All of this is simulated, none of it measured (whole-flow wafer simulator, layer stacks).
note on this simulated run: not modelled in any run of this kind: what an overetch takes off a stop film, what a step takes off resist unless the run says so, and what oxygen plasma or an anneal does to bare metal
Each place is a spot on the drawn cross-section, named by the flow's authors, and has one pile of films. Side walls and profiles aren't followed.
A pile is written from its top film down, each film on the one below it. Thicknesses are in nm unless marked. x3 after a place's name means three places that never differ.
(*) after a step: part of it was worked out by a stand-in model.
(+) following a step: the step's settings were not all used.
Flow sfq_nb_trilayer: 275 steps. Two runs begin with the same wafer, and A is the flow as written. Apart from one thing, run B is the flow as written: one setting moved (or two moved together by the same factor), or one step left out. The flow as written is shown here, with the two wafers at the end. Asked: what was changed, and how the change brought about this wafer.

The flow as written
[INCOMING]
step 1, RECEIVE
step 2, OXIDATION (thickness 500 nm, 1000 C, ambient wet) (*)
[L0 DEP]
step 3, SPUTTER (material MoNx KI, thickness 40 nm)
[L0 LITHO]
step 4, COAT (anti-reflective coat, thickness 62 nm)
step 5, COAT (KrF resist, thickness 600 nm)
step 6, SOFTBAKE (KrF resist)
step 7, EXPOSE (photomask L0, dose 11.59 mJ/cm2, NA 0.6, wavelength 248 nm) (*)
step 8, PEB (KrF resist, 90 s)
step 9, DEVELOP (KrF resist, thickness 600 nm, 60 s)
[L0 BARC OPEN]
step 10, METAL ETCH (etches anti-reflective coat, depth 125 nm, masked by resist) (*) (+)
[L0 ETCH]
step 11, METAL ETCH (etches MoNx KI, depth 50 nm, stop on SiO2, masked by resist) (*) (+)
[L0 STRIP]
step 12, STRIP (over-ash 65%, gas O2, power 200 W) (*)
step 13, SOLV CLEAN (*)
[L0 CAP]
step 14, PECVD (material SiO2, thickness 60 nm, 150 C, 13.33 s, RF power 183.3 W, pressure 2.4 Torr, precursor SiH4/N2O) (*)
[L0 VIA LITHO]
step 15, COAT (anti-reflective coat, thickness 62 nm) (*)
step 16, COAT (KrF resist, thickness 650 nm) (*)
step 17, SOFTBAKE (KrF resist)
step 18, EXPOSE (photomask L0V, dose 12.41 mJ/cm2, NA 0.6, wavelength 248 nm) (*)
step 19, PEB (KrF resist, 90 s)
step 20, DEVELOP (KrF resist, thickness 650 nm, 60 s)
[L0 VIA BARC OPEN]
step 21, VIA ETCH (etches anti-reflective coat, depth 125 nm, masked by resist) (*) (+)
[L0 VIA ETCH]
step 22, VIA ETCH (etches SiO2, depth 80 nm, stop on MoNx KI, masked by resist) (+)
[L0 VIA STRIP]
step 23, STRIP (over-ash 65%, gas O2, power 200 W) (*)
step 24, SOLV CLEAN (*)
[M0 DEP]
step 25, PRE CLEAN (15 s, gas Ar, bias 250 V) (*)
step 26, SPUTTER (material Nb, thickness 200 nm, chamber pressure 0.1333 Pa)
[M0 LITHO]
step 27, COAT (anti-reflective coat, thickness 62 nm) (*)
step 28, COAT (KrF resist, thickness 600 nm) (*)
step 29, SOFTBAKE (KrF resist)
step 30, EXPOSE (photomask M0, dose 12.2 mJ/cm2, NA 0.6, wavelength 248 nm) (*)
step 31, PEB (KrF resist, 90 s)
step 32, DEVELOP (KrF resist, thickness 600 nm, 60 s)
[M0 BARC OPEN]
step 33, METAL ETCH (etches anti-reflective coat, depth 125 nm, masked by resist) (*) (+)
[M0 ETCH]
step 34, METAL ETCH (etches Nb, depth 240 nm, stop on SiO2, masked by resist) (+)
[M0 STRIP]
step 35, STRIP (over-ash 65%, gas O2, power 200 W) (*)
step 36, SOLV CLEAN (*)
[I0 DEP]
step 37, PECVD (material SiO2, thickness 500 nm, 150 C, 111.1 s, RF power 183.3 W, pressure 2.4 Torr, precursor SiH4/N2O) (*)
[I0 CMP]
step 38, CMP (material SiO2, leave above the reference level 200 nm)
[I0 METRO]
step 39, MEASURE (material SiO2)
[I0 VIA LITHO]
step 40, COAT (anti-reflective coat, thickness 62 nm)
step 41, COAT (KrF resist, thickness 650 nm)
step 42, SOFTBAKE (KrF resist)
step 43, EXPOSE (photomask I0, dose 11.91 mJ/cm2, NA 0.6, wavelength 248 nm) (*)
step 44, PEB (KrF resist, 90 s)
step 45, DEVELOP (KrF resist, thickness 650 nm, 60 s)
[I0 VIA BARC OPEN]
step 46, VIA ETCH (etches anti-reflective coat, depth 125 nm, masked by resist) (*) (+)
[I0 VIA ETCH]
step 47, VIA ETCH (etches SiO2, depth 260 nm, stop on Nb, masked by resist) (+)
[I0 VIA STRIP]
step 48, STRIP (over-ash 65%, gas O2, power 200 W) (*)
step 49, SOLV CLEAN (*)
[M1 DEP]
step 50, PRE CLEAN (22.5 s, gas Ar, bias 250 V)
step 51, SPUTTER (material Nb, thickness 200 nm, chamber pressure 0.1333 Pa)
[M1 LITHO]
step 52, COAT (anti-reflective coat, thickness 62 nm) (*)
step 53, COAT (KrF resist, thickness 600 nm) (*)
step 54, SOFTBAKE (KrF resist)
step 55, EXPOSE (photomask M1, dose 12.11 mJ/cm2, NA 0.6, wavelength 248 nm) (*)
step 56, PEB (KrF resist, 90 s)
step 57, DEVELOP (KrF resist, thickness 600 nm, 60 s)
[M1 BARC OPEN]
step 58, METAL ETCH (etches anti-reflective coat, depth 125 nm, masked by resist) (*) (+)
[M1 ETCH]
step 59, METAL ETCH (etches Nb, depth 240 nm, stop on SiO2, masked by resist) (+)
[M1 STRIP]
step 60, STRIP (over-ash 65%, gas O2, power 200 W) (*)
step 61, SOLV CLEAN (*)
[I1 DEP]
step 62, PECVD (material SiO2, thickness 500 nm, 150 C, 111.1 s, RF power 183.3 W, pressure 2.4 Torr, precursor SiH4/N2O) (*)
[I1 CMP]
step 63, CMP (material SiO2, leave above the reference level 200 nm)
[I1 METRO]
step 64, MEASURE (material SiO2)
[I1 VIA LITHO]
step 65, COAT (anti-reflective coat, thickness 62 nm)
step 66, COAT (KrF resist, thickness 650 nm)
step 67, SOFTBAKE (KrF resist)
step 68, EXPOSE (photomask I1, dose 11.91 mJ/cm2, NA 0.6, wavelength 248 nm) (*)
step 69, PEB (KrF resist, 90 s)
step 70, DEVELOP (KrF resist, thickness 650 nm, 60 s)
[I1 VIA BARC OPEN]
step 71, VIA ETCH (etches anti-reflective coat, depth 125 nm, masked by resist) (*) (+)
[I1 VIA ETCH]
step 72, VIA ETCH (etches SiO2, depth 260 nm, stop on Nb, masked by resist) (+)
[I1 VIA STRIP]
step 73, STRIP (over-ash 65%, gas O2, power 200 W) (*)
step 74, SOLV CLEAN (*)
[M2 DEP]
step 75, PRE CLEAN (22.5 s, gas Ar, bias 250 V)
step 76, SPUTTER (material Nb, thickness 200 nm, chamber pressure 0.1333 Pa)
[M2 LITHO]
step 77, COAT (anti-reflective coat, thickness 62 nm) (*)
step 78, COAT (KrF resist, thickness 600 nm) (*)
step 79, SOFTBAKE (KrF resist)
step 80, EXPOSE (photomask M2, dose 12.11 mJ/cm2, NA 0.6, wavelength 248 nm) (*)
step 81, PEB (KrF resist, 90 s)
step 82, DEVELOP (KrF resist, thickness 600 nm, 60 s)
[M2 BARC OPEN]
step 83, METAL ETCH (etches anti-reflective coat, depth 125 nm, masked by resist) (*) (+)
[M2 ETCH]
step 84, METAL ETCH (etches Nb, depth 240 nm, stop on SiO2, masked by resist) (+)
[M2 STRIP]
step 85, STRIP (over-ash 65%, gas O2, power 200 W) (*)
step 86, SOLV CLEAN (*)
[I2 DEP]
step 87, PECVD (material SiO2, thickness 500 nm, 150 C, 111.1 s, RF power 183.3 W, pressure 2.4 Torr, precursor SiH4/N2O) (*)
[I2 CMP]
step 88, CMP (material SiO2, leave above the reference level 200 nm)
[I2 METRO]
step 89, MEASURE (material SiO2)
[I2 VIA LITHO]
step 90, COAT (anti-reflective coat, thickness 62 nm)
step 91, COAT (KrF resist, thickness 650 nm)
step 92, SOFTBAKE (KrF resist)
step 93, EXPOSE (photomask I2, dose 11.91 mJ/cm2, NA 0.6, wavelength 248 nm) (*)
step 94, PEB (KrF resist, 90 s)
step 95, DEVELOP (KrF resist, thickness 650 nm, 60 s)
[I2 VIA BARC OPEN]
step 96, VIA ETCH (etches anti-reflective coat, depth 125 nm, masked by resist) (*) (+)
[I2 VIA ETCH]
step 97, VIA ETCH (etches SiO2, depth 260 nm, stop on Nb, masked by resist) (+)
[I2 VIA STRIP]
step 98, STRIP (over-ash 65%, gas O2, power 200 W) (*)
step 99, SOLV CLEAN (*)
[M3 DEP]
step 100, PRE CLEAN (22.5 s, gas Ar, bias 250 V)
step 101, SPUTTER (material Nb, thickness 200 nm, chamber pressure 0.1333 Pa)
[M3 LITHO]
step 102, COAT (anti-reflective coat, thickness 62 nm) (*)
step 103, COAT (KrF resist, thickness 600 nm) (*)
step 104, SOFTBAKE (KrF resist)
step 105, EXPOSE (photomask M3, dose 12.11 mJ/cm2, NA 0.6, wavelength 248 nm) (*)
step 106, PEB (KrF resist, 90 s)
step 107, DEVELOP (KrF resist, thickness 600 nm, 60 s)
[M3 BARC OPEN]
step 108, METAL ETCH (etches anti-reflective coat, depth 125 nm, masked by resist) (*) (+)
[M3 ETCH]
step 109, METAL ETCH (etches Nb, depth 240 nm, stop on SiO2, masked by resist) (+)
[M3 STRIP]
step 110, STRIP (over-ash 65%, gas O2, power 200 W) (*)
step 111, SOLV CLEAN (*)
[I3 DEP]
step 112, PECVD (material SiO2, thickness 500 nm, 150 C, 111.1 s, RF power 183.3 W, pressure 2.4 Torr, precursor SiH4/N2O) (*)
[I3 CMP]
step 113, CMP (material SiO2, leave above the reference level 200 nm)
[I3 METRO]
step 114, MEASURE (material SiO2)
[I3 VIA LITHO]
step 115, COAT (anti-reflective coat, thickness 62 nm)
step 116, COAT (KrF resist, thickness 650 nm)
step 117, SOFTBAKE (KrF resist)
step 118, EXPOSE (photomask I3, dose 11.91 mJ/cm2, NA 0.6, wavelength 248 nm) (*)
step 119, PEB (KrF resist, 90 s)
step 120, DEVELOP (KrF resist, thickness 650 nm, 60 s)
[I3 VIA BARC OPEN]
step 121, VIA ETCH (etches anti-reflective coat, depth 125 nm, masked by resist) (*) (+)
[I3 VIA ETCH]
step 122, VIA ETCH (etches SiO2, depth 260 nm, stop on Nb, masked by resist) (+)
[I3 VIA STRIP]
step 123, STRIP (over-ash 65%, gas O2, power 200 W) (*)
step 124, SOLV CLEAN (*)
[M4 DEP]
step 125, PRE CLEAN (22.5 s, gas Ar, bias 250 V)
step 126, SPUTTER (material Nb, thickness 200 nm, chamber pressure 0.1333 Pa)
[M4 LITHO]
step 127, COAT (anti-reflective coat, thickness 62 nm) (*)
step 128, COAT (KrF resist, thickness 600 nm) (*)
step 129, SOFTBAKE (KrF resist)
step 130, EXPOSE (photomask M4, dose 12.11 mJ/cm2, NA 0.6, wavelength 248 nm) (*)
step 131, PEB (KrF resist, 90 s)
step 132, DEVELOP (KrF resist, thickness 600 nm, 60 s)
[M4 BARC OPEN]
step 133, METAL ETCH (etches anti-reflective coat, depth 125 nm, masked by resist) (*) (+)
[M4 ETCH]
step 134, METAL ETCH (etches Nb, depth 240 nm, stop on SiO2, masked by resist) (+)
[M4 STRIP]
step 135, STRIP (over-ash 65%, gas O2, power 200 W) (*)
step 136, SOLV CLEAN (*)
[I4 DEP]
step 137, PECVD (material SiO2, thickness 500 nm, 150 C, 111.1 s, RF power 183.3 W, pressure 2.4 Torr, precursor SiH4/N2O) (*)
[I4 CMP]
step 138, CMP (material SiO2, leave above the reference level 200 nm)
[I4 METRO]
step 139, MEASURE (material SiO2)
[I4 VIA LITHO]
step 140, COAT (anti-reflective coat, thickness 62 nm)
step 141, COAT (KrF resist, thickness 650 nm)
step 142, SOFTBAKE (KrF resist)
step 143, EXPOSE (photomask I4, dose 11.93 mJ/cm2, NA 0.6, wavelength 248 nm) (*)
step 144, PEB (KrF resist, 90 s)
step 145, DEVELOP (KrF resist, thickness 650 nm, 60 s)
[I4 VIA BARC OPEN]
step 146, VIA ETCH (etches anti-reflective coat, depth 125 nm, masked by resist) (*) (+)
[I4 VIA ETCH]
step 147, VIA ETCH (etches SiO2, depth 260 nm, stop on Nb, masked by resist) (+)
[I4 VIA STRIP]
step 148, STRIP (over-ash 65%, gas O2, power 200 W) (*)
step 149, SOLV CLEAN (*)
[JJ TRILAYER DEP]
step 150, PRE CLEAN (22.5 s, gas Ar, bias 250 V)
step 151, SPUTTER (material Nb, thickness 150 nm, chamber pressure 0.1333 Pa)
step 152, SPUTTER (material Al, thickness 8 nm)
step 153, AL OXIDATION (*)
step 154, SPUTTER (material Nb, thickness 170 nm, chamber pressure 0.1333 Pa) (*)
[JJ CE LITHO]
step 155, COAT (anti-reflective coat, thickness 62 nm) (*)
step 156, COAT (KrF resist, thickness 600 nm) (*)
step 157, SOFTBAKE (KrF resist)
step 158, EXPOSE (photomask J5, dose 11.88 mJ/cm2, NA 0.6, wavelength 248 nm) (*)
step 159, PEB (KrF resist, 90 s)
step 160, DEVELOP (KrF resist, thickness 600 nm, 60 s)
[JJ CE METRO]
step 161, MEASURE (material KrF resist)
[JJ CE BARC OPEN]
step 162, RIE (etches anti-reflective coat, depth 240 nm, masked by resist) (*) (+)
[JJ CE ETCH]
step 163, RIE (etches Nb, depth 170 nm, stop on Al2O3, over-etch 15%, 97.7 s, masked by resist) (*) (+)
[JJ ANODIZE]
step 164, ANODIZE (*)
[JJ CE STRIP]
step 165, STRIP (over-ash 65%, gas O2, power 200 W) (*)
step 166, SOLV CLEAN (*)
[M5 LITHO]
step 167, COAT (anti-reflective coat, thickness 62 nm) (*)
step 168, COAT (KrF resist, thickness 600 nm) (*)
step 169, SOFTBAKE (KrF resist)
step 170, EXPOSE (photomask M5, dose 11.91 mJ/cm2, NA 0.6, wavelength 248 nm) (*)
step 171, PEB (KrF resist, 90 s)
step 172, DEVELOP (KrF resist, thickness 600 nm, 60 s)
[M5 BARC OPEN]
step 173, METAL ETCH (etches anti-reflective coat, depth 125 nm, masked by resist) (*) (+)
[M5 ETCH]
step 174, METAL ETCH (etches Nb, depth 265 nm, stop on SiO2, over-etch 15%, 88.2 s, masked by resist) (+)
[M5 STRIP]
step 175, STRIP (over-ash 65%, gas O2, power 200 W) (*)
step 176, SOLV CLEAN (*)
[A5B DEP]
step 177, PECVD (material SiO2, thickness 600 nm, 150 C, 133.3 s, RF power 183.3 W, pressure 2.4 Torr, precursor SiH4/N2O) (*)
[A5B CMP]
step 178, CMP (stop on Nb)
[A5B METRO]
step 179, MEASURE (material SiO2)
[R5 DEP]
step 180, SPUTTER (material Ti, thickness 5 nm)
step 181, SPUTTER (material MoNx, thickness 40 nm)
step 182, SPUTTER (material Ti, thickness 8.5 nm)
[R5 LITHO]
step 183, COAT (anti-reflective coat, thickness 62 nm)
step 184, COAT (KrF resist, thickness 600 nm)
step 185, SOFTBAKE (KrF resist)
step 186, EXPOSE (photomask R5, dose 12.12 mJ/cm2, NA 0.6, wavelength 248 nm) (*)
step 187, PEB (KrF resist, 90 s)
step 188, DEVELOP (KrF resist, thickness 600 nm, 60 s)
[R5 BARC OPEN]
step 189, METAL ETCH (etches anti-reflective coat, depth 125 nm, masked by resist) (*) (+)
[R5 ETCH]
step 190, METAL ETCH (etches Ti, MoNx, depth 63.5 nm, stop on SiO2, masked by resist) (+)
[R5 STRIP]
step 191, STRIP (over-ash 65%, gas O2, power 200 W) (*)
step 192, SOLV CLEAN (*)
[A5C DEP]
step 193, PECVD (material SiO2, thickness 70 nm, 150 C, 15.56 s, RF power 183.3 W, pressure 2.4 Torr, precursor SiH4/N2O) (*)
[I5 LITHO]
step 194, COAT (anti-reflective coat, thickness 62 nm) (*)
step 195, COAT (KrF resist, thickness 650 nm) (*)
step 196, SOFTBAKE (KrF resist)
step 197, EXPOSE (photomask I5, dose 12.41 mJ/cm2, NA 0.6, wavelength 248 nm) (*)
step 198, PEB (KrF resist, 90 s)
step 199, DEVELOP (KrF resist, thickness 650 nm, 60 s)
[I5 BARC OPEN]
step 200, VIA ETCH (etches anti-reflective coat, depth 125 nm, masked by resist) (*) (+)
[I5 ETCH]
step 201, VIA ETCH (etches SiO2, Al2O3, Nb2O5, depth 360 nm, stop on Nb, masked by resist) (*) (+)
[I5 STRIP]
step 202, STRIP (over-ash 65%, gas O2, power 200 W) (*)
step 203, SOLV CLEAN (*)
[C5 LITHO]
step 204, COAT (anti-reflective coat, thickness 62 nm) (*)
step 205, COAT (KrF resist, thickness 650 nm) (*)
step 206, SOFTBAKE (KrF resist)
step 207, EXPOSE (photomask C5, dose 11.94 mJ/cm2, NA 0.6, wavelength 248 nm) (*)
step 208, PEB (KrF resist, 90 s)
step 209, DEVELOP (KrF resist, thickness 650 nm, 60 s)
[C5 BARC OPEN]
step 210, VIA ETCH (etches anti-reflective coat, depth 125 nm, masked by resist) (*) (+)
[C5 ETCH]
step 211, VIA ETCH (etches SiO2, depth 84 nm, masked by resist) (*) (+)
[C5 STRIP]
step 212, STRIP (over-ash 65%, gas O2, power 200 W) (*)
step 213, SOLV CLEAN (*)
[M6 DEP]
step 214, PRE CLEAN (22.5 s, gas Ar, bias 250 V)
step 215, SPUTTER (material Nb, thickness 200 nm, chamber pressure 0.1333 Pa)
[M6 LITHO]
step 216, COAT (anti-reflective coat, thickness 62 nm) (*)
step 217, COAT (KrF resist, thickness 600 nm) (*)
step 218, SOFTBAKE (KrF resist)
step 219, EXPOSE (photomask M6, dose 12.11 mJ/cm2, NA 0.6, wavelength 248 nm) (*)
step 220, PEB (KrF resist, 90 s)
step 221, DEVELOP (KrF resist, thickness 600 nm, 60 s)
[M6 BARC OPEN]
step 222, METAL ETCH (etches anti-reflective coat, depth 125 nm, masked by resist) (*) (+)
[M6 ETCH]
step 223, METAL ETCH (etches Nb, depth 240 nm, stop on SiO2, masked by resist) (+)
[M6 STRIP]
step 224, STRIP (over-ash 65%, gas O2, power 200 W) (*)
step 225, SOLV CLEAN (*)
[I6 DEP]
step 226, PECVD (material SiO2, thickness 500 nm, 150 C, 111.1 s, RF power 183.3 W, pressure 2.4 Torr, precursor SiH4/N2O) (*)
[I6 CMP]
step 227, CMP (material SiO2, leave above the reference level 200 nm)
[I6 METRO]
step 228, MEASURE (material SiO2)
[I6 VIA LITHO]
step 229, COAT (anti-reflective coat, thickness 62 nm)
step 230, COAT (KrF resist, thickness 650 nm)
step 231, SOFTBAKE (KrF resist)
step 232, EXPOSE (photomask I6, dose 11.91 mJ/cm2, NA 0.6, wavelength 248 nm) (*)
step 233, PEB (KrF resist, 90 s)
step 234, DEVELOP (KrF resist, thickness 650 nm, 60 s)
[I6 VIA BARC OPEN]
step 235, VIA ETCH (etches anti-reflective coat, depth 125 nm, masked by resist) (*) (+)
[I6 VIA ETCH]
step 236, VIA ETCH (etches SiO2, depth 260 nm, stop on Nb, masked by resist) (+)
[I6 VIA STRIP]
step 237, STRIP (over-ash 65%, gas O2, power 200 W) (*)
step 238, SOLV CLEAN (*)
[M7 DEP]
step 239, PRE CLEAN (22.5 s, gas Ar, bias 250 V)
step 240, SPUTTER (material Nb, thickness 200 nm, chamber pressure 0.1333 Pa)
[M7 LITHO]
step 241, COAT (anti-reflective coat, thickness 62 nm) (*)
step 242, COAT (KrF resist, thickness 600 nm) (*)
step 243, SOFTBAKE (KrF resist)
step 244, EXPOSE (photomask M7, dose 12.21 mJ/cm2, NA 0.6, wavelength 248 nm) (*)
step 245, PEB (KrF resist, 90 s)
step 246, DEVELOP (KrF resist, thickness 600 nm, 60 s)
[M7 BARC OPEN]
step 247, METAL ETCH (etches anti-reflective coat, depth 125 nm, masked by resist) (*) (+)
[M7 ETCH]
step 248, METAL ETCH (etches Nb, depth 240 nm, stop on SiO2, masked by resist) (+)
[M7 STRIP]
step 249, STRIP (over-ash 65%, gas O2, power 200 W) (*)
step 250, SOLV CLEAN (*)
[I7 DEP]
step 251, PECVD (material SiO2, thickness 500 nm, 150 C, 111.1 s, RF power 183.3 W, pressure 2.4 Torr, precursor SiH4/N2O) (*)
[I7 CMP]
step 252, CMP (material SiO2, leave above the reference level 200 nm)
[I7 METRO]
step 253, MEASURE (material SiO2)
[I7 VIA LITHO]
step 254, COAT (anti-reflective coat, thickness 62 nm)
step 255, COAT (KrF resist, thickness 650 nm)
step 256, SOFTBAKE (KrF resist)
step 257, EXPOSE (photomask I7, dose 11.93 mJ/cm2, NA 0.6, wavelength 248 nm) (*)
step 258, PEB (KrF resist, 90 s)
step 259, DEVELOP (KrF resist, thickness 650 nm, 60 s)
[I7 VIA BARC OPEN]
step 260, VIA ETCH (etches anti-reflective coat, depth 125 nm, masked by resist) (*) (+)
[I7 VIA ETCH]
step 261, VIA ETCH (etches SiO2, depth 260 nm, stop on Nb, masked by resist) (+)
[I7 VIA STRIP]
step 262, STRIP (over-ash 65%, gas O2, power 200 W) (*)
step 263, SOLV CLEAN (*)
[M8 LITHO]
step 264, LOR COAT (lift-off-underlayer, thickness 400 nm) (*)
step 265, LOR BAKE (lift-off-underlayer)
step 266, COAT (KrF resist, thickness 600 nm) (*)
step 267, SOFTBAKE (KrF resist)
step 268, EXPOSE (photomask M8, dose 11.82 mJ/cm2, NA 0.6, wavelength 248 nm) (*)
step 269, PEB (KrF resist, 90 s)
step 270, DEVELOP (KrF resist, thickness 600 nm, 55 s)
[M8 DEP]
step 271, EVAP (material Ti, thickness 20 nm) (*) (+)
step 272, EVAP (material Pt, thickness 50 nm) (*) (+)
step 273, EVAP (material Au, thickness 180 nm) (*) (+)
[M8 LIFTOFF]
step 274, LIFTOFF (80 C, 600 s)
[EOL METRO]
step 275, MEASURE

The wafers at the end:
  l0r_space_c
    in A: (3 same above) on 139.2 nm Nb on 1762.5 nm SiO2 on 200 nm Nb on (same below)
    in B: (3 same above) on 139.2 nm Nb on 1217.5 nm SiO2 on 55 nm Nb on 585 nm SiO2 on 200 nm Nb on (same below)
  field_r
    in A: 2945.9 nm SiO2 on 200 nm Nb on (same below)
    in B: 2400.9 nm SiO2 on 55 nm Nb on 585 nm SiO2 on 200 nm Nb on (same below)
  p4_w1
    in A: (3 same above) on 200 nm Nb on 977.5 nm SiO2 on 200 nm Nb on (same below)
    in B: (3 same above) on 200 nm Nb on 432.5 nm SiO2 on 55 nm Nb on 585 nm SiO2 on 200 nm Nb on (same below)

Cause: step 76, SPUTTER: thickness 295 nm was run, though the flow has thickness 200 nm.

How this came from the change, step by step:
  step 76, SPUTTER (material Nb, thickness 200 nm, chamber pressure 0.1333 Pa)
      field_l, v_sur, via_wl and 102 more: A +200 Nb (new film) | B +295 Nb (new film)
      via_v: A +174.5 Nb | B +258.9 Nb
  step 84, METAL ETCH (etches Nb, depth 240 nm, stop on SiO2, masked by resist) (+)
      field_l, be, be_sur and 81 more: A -200 Nb (all of it) | B -240 Nb
  step 87, PECVD (material SiO2, thickness 500 nm, 150 C, 111.1 s, RF power 183.3 W, pressure 2.4 Torr, precursor SiH4/N2O) (*)
      field_l, be, be_sur and 81 more: A +500 SiO2 | B +500 SiO2 (new film)
      via_v: A +606 SiO2 (new film) | B +592.2 SiO2 (new film)
  step 88, CMP (material SiO2, leave above the reference level 200 nm)
      field_l, be, be_sur and 81 more: A -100 SiO2 | B -60 SiO2
      via_v: A -181.6 SiO2 | B -157.1 SiO2
Taking metal films that touch as one body, l0r_space_c has 3 bodies (between them, from the top down: SiO2 1217.5; SiO2 585); the flow as written gives 2 bodies (between them, from the top down: SiO2 1762.5).
Taking metal films that touch as one body, field_r has 2 bodies (between them, from the top down: SiO2 585); the flow as written gives 1 body.
Taking metal films that touch as one body, p4_w1 has 4 bodies (between them, from the top down: SiO2 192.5; SiO2 432.5; SiO2 585); the flow as written gives 3 bodies (between them, from the top down: SiO2 192.5; SiO2 977.5).
